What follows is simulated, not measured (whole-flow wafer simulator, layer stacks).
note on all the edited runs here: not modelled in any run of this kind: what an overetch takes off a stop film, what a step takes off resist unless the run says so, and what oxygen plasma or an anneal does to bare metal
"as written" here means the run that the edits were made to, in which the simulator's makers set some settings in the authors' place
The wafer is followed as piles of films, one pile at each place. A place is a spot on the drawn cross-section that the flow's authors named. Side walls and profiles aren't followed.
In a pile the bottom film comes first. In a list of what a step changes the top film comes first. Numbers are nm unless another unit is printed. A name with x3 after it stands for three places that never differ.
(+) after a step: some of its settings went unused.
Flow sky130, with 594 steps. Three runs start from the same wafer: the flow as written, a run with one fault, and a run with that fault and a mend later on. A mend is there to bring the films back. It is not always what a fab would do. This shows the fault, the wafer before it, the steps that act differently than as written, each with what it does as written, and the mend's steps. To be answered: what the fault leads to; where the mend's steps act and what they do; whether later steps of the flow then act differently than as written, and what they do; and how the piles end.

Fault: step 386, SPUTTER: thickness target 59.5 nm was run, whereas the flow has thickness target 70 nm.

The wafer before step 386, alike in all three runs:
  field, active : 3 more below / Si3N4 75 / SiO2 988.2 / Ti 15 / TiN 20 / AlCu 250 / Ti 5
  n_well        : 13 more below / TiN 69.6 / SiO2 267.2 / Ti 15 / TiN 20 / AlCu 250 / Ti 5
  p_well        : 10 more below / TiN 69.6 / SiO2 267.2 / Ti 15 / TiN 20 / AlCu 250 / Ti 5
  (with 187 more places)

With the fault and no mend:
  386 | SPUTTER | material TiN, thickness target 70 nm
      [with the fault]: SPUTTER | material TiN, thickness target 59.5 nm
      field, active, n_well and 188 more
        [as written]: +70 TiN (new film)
        [with the fault]: +59.5 TiN (new film)
  Steps later in the flow that act otherwise than as written (not shown: 7 more steps that differ only slightly, by at most 2% or 0.5 nm, whichever is larger):
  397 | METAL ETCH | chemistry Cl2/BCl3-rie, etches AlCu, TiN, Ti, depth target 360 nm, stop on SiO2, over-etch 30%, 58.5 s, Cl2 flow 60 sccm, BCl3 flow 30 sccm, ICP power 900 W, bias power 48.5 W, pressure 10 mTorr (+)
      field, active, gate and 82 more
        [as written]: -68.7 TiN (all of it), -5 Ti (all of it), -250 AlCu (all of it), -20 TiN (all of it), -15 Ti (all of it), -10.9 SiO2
        [with the fault]: -58.2 TiN (all of it), -5 Ti (all of it), -250 AlCu (all of it), -20 TiN (all of it), -15 Ti (all of it), -12 SiO2
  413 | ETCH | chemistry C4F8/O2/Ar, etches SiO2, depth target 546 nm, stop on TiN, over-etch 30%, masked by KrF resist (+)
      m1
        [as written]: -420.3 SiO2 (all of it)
        [with the fault]: -430.8 SiO2 (all of it)
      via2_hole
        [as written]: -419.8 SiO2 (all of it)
        [with the fault]: -430.3 SiO2 (all of it)
  By the end, the piles at n_well, p_well, gate_hv and 103 more depart from the flow's by more than 2% or 0.5 nm, whichever is larger.
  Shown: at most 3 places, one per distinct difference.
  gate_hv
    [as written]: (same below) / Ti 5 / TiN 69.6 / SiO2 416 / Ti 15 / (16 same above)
    [with the fault]: (same below) / Ti 5 / TiN 59.1 / SiO2 426.5 / Ti 15 / (16 same above)
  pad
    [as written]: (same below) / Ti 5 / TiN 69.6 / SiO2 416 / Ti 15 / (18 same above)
    [with the fault]: (same below) / Ti 5 / TiN 59.1 / SiO2 426.5 / Ti 15 / (18 same above)
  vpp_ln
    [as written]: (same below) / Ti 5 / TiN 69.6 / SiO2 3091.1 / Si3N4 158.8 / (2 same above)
    [with the fault]: (same below) / Ti 5 / TiN 59.1 / SiO2 3101.6 / Si3N4 158.8 / (2 same above)

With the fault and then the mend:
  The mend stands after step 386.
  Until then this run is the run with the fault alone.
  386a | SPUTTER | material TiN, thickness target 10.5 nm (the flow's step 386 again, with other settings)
      field, active, n_well and 188 more
        +10.5 TiN
  Later steps of the flow that are run all act as written at every place that is followed.
  By the end, the piles equal the flow's at every place that both follow.
